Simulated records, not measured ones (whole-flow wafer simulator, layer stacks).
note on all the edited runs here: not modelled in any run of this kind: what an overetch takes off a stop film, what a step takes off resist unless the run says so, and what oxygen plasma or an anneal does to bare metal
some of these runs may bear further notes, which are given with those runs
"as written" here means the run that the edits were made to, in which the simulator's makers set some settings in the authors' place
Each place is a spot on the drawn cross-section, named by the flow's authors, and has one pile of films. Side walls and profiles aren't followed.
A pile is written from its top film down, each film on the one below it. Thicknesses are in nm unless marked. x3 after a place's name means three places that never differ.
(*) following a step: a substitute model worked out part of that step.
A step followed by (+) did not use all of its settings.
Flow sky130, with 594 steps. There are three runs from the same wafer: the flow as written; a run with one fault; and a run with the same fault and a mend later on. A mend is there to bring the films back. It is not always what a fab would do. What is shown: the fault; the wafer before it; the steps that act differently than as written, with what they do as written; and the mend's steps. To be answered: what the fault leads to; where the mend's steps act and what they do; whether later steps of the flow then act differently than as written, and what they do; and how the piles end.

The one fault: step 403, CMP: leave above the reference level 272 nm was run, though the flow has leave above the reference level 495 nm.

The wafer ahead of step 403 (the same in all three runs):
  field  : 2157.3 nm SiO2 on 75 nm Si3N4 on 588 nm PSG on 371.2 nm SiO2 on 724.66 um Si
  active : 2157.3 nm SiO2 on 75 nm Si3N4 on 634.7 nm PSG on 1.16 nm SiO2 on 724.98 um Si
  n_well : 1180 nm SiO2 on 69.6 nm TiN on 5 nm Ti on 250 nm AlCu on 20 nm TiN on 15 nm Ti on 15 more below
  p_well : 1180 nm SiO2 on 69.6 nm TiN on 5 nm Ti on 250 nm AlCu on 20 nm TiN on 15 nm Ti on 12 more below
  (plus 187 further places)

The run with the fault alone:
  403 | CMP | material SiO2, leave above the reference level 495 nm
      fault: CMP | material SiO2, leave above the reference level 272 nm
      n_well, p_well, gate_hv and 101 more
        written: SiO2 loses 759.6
        fault: SiO2 loses 982.6
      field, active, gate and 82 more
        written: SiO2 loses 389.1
        fault: SiO2 loses 612.1
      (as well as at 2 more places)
  Steps later in the flow that act otherwise than as written (1 other step is not shown; it differs only slightly, by no more than 2% or 0.5 nm, whichever is larger):
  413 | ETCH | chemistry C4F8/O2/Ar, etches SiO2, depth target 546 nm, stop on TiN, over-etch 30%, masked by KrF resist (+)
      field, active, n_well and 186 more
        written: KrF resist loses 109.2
        fault: KrF resist loses 51.3
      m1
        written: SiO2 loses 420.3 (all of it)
        fault: SiO2 loses 197.3 (all of it)
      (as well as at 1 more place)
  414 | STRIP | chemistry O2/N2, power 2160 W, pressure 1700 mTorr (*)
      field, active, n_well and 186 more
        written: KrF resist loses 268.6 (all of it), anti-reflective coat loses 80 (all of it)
        fault: KrF resist loses 326.5 (all of it), anti-reflective coat loses 80 (all of it)
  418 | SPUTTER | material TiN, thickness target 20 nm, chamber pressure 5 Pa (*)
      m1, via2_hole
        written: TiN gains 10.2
        fault: TiN gains 13.6
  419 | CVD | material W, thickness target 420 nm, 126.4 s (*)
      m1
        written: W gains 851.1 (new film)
        fault: W gains 624.7 (new film)
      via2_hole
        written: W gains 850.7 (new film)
        fault: W gains 624.2 (new film)
  The piles end different from the flow's at field, active, n_well and 190 more by more than 2% or 0.5 nm, whichever is larger.
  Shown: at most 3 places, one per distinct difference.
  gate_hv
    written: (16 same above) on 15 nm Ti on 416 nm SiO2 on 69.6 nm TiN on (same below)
    fault: (16 same above) on 15 nm Ti on 193 nm SiO2 on 69.6 nm TiN on (same below)
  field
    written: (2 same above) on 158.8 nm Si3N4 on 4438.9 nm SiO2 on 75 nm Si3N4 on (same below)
    fault: (2 same above) on 158.8 nm Si3N4 on 4215.9 nm SiO2 on 75 nm Si3N4 on (same below)
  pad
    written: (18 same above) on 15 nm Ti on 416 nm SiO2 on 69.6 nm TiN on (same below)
    fault: (18 same above) on 15 nm Ti on 193 nm SiO2 on 69.6 nm TiN on (same below)

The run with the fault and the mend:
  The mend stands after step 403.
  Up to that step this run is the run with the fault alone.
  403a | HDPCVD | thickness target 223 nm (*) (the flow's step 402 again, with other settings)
      field, active, n_well and 188 more
        SiO2 gains 223
  Later steps of the flow that are run all act as written at every place that is followed, up to a difference of at most 2% or 0.5 nm, whichever is larger.
  At every place that both follow, the piles at the end match the flow's.
